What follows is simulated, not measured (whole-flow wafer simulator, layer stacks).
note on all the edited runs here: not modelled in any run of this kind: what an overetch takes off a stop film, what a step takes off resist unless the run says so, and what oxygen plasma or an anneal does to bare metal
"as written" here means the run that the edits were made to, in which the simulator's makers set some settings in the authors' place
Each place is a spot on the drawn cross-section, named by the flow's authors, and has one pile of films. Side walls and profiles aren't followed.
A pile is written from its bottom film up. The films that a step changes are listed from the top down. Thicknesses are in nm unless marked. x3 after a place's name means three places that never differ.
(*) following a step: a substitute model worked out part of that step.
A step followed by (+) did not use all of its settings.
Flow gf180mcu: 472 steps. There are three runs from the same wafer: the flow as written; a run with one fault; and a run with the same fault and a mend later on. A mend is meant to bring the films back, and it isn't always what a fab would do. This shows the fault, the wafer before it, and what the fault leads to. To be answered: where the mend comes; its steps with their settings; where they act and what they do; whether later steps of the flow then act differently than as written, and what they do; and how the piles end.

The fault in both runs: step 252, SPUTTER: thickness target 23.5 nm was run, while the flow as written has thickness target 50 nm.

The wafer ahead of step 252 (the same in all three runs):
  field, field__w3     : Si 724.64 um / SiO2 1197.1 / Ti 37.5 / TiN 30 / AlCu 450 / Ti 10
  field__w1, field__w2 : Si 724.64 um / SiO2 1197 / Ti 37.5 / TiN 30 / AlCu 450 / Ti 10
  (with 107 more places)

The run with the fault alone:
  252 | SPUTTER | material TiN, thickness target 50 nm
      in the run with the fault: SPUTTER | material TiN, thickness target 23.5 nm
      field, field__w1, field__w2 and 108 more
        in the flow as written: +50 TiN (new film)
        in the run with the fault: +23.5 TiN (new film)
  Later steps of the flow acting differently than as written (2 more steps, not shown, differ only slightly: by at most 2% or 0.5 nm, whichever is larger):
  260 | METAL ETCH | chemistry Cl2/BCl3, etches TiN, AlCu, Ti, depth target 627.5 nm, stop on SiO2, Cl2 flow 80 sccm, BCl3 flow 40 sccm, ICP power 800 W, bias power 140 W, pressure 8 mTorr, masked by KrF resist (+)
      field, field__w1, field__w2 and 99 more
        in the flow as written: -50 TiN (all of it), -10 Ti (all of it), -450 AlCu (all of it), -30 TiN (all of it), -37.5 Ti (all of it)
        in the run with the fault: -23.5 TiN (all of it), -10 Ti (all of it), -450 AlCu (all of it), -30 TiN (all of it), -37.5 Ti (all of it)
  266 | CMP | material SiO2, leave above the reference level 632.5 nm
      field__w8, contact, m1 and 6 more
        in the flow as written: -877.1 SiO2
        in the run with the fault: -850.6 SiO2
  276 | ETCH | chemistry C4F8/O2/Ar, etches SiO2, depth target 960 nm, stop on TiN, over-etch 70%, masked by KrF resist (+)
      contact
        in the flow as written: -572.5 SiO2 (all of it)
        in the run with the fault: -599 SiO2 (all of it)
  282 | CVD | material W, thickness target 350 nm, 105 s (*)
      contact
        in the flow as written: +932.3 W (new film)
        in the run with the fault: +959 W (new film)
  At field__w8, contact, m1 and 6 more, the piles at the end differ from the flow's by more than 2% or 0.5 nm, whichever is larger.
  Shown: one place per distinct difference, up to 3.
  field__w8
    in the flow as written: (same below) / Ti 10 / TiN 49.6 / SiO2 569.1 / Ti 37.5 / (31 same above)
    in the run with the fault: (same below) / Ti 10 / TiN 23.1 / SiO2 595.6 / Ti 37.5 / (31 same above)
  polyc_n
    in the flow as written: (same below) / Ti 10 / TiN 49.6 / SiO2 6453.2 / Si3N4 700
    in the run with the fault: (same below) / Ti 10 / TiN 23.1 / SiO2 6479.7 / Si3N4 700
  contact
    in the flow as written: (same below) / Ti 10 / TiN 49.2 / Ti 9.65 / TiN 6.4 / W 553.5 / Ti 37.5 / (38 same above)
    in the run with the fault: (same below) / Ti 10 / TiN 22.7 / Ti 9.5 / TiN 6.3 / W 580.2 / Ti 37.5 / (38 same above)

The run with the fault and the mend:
  The mend follows step 252.
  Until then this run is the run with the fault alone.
  252a | SPUTTER | material TiN, thickness target 26.5 nm (the flow's step 252 again, with other settings)
      field, field__w1, field__w2 and 108 more
        +26.5 TiN
  Every later step of the flow that is run acts as written at every place that is followed.
  The piles end the same as the flow's at every place that both follow.
